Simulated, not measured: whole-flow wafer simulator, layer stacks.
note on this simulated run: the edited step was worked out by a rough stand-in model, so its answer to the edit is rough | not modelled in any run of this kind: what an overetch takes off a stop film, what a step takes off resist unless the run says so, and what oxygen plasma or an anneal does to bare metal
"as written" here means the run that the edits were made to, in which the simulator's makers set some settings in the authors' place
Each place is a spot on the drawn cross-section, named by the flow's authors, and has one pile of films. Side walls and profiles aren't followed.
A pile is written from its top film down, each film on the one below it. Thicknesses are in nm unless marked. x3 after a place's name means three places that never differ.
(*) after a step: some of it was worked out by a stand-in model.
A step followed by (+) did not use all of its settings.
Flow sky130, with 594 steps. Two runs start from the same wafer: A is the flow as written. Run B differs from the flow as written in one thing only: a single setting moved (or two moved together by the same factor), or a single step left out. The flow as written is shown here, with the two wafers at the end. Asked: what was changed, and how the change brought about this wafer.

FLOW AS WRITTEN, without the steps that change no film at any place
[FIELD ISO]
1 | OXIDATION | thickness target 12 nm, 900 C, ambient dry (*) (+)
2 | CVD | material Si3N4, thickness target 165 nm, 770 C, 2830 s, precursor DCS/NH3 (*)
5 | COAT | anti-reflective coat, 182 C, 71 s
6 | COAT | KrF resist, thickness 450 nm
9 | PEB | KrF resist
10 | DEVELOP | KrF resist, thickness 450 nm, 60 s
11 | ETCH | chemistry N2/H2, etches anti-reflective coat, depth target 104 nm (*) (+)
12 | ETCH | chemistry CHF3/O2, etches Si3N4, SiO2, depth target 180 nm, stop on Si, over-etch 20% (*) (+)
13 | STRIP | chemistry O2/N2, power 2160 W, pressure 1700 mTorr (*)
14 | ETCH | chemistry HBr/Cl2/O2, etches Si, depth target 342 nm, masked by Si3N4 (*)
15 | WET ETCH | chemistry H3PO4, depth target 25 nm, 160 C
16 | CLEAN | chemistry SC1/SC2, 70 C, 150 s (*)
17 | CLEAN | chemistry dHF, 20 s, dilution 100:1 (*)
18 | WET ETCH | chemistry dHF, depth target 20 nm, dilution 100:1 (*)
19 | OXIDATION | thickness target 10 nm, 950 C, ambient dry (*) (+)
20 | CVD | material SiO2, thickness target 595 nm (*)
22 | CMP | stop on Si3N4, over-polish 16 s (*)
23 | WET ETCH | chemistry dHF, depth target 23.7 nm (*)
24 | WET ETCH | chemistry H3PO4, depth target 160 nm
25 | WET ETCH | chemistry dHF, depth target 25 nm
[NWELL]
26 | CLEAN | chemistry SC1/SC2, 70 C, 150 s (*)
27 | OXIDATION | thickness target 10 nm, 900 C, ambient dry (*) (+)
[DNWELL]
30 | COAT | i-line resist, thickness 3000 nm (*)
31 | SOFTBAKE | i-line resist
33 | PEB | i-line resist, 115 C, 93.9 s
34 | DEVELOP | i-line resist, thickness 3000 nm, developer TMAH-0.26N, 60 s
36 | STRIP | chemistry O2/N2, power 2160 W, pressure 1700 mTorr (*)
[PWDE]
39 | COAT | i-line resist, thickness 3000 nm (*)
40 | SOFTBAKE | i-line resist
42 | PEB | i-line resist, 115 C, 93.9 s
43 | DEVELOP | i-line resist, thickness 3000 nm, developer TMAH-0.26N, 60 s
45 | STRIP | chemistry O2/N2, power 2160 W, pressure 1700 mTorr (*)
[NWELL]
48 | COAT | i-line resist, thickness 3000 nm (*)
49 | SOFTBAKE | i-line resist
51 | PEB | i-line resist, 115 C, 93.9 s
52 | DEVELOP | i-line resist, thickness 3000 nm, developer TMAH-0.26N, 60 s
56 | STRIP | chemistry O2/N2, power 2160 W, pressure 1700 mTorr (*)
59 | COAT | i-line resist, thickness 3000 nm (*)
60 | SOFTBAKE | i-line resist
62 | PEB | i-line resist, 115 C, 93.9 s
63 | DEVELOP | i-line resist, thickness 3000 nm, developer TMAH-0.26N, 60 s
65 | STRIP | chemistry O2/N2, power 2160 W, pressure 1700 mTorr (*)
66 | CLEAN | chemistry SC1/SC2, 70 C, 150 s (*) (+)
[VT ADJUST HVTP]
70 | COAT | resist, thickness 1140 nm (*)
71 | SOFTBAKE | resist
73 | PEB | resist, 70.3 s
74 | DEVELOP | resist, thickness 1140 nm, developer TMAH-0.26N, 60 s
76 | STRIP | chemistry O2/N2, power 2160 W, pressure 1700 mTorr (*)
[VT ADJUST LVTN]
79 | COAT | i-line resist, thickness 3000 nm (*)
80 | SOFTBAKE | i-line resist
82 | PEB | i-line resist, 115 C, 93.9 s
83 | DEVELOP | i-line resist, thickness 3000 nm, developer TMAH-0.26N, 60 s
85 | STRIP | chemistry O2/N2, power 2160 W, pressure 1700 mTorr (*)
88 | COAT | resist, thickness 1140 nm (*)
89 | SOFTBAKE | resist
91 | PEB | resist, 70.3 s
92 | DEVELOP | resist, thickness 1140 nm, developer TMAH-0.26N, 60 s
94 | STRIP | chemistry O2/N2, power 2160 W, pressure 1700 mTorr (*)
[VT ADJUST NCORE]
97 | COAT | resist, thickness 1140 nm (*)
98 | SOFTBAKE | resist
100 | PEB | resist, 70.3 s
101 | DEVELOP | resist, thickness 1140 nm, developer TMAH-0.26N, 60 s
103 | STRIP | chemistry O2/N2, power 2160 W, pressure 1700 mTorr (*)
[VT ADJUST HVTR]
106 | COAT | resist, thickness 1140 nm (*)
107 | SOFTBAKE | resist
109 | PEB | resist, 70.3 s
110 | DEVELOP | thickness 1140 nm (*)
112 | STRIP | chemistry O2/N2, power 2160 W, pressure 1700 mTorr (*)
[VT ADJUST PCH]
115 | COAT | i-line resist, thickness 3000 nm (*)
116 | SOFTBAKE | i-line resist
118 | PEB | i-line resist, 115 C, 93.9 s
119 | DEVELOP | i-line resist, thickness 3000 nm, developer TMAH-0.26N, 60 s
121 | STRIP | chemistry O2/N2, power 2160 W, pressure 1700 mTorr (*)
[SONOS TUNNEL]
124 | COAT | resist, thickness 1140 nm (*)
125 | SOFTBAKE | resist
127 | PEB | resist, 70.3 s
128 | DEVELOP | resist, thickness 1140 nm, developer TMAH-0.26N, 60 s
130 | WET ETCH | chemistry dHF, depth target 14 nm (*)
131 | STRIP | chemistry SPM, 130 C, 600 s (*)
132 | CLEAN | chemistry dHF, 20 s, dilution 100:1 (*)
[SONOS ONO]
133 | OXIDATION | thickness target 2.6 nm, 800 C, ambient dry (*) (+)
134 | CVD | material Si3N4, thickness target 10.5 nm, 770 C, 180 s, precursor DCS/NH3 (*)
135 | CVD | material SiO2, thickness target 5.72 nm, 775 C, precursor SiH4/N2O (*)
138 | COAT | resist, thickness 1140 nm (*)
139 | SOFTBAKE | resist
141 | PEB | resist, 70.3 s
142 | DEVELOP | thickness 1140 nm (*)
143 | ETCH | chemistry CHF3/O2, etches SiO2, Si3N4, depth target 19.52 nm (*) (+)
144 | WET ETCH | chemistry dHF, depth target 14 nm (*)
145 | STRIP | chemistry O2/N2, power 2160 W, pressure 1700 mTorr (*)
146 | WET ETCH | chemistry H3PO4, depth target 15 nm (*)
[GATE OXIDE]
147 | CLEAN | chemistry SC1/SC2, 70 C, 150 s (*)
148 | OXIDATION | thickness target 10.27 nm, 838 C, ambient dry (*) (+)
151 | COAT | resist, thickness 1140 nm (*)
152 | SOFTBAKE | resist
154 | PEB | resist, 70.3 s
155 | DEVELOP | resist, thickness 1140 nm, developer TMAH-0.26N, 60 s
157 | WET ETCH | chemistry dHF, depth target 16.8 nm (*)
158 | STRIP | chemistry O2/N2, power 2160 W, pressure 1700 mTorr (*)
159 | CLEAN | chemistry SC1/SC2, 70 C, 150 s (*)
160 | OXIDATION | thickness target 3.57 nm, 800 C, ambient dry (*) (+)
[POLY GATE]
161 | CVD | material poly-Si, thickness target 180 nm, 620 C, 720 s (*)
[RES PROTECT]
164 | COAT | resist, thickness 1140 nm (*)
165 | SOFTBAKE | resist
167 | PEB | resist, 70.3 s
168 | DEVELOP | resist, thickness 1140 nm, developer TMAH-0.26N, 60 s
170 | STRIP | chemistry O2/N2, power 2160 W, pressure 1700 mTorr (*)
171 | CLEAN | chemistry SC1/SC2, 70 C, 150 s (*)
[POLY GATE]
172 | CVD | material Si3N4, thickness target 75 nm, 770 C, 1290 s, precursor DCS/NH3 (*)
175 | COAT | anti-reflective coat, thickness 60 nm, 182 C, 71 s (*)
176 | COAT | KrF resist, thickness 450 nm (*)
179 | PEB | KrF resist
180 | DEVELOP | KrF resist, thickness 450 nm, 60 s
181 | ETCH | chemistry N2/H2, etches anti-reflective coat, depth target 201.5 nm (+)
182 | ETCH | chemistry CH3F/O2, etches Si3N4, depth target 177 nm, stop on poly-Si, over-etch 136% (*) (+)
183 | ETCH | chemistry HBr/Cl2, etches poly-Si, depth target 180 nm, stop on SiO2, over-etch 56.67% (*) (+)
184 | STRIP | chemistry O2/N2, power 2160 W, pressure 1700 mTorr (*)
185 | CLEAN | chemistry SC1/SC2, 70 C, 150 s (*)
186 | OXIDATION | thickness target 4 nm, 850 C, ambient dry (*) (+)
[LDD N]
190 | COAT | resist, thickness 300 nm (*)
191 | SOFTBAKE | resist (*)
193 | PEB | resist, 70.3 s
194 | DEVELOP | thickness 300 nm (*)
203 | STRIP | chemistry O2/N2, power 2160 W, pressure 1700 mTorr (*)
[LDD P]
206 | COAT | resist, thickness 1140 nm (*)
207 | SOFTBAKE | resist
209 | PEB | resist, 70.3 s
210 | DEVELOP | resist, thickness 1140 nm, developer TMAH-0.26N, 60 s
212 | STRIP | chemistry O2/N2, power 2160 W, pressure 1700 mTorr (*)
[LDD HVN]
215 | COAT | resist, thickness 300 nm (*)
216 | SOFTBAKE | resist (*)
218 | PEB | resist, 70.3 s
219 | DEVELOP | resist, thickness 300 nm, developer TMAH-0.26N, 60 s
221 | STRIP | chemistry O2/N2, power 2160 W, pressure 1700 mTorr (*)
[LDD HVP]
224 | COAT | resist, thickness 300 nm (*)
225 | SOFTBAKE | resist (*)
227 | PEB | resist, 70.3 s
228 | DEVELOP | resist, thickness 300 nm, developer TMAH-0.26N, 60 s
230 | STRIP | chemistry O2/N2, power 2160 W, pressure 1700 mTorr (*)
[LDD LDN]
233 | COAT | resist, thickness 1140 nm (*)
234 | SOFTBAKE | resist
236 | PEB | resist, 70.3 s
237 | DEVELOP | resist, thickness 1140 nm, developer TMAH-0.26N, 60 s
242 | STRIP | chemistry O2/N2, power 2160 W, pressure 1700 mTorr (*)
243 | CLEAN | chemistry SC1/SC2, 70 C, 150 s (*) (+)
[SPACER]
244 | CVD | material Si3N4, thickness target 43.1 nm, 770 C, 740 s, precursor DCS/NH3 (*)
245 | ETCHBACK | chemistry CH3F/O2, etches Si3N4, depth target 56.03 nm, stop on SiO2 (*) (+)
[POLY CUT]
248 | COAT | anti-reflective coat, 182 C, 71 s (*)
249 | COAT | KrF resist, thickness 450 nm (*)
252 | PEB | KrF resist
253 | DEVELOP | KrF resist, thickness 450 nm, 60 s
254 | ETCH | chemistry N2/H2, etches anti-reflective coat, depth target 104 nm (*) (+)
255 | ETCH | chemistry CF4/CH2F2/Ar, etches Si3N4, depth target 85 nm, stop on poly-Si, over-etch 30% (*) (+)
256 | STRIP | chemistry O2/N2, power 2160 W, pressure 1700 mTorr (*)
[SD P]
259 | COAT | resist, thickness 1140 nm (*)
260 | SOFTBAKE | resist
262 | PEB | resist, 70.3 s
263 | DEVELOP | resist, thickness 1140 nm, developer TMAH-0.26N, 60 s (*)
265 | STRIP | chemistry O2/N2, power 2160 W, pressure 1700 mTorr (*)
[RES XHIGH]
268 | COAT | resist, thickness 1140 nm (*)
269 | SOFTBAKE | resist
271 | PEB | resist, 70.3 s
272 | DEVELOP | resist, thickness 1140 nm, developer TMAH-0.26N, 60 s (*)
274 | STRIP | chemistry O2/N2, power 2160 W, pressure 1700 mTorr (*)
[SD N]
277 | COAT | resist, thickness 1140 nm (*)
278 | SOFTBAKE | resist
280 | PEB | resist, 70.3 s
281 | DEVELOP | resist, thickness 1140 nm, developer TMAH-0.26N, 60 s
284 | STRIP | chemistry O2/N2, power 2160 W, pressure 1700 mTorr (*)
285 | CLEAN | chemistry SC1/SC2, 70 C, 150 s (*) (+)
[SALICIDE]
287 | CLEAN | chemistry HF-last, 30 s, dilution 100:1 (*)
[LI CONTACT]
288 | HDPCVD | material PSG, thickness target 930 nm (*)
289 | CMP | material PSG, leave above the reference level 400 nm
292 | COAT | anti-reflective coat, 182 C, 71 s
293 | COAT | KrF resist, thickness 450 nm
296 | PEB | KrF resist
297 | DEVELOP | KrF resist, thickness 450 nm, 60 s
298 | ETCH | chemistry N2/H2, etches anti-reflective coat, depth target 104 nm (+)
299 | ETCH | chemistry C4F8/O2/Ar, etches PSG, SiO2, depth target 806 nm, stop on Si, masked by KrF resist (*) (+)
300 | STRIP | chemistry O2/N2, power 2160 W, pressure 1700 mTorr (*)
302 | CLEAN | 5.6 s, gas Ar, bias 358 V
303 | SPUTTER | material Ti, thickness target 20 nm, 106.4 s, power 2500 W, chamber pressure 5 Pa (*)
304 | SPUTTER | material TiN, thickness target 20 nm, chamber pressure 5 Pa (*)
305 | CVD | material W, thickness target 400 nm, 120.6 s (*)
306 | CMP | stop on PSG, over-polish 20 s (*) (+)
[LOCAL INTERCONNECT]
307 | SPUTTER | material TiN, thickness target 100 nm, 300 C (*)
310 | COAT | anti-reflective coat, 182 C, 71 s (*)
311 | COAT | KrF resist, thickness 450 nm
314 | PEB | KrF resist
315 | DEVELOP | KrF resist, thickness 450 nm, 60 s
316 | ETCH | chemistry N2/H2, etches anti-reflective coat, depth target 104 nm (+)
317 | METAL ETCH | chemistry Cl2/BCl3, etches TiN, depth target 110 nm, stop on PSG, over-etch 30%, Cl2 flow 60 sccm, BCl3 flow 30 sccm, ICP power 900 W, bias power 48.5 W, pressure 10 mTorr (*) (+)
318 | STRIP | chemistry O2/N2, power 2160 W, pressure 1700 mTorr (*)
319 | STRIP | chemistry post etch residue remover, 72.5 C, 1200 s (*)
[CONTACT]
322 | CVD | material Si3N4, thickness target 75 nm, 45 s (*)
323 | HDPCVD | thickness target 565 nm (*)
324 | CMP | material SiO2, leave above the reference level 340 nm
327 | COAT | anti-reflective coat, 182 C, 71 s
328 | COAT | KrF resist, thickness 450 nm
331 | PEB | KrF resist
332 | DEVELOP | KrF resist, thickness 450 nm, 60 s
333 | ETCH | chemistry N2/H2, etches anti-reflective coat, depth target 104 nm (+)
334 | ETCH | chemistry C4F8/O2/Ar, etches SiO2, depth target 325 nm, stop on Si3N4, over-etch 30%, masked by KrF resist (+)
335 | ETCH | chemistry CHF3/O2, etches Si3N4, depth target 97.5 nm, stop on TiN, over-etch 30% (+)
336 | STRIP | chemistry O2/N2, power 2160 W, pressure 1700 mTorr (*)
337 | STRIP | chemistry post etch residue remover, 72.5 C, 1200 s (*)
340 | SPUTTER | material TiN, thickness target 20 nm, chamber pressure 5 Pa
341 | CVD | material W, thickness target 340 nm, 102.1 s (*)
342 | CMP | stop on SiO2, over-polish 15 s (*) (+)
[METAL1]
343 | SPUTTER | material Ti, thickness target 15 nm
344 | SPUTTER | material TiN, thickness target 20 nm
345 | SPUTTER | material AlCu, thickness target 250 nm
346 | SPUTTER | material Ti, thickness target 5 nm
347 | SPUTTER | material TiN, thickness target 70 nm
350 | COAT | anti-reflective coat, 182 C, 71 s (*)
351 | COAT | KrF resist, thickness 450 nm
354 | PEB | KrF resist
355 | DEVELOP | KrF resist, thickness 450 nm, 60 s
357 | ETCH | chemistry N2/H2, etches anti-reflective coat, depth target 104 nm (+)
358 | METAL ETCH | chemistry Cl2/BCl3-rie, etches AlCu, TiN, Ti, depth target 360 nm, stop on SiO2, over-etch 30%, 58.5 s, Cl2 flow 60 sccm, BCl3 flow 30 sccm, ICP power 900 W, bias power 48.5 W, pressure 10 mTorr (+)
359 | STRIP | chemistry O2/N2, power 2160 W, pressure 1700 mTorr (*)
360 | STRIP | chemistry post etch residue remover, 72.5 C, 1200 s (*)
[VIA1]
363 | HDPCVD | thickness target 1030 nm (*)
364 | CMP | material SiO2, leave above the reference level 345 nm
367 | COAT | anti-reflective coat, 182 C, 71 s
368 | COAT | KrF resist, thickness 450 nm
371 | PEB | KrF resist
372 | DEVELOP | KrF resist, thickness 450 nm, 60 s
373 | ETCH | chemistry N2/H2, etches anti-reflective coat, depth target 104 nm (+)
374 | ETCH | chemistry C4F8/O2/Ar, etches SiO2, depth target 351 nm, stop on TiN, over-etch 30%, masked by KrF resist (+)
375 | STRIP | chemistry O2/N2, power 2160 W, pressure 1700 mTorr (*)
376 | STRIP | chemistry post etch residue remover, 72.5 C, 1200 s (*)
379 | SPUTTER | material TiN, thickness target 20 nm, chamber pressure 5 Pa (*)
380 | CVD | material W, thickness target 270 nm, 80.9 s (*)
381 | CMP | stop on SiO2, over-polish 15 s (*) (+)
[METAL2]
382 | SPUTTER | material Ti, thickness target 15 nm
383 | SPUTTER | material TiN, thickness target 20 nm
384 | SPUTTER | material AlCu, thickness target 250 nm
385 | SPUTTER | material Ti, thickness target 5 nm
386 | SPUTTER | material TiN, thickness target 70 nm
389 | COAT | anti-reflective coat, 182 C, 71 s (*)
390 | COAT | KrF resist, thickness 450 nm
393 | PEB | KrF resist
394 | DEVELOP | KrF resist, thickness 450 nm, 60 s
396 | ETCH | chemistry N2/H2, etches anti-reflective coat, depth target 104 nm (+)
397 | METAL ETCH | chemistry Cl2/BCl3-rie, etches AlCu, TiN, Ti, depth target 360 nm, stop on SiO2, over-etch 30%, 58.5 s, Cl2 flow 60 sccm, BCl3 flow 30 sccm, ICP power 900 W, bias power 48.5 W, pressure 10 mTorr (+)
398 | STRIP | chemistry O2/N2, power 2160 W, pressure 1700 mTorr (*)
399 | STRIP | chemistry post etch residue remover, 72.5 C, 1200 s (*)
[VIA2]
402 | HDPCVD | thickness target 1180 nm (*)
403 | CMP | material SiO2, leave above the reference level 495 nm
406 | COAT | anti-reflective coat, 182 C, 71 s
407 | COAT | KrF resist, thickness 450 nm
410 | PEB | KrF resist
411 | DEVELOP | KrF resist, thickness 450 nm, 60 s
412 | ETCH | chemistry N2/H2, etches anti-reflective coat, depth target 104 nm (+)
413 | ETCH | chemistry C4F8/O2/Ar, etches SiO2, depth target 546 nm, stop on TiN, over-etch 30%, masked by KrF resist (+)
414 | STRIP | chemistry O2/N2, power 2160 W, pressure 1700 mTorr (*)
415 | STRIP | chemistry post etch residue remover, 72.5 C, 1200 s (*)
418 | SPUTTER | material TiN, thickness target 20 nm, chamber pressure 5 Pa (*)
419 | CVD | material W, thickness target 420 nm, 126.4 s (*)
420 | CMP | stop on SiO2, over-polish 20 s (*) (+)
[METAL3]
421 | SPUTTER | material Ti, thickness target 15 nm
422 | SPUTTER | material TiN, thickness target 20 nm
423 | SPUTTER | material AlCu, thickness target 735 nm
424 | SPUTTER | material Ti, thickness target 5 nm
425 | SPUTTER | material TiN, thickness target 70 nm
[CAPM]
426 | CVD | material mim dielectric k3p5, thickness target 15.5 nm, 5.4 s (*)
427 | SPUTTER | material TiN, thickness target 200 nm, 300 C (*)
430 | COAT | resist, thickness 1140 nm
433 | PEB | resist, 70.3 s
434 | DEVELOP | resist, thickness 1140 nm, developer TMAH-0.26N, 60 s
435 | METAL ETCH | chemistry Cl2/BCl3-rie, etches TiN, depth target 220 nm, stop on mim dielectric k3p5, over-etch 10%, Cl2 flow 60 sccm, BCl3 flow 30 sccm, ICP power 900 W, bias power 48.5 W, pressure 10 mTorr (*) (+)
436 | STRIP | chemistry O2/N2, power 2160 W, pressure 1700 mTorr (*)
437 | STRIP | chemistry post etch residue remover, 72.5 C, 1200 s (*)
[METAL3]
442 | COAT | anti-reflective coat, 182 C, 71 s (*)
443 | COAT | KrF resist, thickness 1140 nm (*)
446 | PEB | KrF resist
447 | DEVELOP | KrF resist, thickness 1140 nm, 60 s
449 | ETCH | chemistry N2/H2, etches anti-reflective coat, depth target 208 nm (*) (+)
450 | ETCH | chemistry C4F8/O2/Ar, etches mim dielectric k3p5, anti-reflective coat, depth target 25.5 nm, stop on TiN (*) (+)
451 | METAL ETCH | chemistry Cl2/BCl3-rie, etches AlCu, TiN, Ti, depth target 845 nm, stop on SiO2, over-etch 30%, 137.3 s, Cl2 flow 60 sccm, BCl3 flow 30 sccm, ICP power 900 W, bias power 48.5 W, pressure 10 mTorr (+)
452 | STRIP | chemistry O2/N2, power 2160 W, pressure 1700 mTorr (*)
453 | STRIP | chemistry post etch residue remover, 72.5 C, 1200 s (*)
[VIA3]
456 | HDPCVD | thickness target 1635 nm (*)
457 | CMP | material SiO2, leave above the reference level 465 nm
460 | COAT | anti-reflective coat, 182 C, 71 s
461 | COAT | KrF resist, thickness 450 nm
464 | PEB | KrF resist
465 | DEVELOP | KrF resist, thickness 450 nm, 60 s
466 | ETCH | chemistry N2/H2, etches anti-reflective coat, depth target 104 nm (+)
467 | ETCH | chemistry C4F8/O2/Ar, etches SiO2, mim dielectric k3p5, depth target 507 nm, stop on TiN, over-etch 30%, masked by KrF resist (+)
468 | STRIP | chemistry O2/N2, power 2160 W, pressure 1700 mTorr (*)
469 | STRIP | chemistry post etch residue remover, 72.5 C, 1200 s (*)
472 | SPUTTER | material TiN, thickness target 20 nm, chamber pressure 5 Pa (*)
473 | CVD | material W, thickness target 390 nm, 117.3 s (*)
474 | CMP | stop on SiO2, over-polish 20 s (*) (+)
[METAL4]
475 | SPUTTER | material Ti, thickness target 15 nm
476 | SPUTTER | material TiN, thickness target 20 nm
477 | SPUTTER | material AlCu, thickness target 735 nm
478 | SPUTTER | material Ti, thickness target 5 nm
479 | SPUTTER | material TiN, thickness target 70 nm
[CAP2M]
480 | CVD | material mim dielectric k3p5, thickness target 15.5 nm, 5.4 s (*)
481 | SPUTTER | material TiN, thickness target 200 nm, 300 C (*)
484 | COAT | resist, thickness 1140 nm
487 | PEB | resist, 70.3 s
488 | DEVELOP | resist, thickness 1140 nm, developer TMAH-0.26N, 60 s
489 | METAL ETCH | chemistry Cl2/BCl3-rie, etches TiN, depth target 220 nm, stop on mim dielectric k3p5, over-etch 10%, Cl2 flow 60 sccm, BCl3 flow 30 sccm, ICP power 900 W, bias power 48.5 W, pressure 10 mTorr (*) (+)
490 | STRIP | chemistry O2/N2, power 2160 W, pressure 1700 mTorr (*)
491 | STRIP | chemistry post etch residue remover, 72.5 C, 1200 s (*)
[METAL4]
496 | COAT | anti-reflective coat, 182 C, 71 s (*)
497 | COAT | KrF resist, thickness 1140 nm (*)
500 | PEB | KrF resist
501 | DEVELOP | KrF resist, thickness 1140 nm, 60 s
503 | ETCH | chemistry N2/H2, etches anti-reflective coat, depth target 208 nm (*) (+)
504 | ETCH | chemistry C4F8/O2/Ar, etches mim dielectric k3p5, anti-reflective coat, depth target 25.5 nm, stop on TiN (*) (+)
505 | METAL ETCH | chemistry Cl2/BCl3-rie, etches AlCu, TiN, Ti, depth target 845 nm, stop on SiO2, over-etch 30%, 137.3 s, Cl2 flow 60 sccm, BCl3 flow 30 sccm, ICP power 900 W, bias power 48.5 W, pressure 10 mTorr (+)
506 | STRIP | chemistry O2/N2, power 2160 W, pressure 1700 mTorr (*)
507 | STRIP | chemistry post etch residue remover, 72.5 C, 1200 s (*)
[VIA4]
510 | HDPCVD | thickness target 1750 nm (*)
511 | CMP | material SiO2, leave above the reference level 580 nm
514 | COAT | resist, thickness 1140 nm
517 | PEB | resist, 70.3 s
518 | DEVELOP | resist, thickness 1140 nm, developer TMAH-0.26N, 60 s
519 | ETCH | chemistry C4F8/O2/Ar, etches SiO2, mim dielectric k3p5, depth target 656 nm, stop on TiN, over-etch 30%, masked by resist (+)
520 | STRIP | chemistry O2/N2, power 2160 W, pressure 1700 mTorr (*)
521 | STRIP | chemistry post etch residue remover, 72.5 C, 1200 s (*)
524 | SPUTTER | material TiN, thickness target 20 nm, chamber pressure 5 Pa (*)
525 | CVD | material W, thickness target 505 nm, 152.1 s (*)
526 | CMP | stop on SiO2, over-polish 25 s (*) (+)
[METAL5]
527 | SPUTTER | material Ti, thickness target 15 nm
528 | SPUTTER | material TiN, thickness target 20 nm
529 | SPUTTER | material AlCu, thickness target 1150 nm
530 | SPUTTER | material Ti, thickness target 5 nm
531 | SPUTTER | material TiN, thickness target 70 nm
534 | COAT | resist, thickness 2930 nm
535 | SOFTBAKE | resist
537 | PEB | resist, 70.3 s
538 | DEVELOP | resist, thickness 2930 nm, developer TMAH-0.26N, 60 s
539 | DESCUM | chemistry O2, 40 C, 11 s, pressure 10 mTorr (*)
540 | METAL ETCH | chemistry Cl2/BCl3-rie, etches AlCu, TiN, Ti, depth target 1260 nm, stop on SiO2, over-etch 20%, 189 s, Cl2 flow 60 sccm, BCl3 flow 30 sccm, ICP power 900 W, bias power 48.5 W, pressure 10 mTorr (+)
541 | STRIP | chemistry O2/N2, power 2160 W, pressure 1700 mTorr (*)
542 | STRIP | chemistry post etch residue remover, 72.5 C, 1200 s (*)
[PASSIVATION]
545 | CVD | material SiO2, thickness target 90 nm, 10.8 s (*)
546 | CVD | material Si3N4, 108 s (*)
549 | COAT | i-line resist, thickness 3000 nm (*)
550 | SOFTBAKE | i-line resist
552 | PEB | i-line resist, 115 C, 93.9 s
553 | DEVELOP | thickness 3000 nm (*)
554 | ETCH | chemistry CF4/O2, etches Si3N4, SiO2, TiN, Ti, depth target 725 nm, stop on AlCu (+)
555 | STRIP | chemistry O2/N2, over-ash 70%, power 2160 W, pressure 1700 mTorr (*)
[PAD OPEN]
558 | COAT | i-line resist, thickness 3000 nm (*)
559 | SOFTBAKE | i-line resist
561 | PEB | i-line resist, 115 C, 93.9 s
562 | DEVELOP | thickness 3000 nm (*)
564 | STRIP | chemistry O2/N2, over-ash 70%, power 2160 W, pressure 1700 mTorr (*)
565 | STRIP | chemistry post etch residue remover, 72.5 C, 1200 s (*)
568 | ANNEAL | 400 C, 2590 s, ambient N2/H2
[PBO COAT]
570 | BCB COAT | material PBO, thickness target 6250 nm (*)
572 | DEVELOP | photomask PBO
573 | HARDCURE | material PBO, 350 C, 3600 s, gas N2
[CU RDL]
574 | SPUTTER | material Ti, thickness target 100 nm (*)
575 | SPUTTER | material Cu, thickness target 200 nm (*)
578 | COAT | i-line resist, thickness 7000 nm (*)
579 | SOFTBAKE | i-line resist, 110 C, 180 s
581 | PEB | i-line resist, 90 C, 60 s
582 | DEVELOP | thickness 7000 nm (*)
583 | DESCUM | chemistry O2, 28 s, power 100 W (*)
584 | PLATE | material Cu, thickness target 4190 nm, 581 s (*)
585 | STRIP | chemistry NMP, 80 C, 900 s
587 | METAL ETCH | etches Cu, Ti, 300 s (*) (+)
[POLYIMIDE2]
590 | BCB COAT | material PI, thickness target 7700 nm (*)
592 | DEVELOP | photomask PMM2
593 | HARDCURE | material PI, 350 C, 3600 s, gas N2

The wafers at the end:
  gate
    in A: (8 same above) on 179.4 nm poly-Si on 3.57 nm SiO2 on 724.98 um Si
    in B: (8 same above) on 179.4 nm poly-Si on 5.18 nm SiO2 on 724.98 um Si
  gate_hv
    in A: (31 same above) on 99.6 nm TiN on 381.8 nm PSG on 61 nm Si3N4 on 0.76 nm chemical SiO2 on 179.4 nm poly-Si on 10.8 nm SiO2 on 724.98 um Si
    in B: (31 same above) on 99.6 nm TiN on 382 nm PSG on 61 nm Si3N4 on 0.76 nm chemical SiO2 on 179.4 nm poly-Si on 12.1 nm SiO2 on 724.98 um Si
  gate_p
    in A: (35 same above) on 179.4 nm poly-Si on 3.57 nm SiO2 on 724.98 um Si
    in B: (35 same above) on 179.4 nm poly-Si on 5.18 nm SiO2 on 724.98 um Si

What caused this: step 160, OXIDATION: thickness target 5.18 nm was run, though the flow has thickness target 3.57 nm.
One can read it off the wafer: gate has SiO2 5.18, and step 160 as written asks for 3.57 nm.

Step by step, how the change led to this:
  160 | OXIDATION | thickness target 3.57 nm, 800 C, ambient dry (*) (+)
      active, n_well, p_well and 58 more: A SiO2 gains 3.57 (new film), chemical SiO2 loses 0.76 (all of it), Si loses 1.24 | B SiO2 gains 5.18 (new film), chemical SiO2 loses 0.76 (all of it), Si loses 1.95
      gate_hv, m1, pad and 37 more: A SiO2 gains 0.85, Si loses 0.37 | B SiO2 gains 2.15, Si loses 0.95
  248 | COAT | anti-reflective coat, 182 C, 71 s (*)
      m1: A anti-reflective coat gains 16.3 (new film) | B anti-reflective coat gains 15.6 (new film)
      gate_lg05: A anti-reflective coat gains 18.6 (new film) | B anti-reflective coat gains 18 (new film)
  256 | STRIP | chemistry O2/N2, power 2160 W, pressure 1700 mTorr (*)
      m1: A KrF resist loses 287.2 (all of it), anti-reflective coat loses 16.3 (all of it) | B KrF resist loses 287.3 (all of it), anti-reflective coat loses 15.6 (all of it)
      gate_lg05: A KrF resist loses 307 (all of it), anti-reflective coat loses 18.6 (all of it) | B KrF resist loses 307.1 (all of it), anti-reflective coat loses 18 (all of it)
  299 | ETCH | chemistry C4F8/O2/Ar, etches PSG, SiO2, depth target 806 nm, stop on Si, masked by KrF resist (*) (+)
      contact, ndiff_licon, ndiff_licon_cpp: A PSG loses 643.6 (all of it), SiO2 loses 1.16 (all of it) | B PSG loses 643.7 (all of it), SiO2 loses 2.5 (all of it)
  306 | CMP | stop on PSG, over-polish 20 s (*) (+)
      poly_licon: A W loses 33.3 | B W loses 32.5
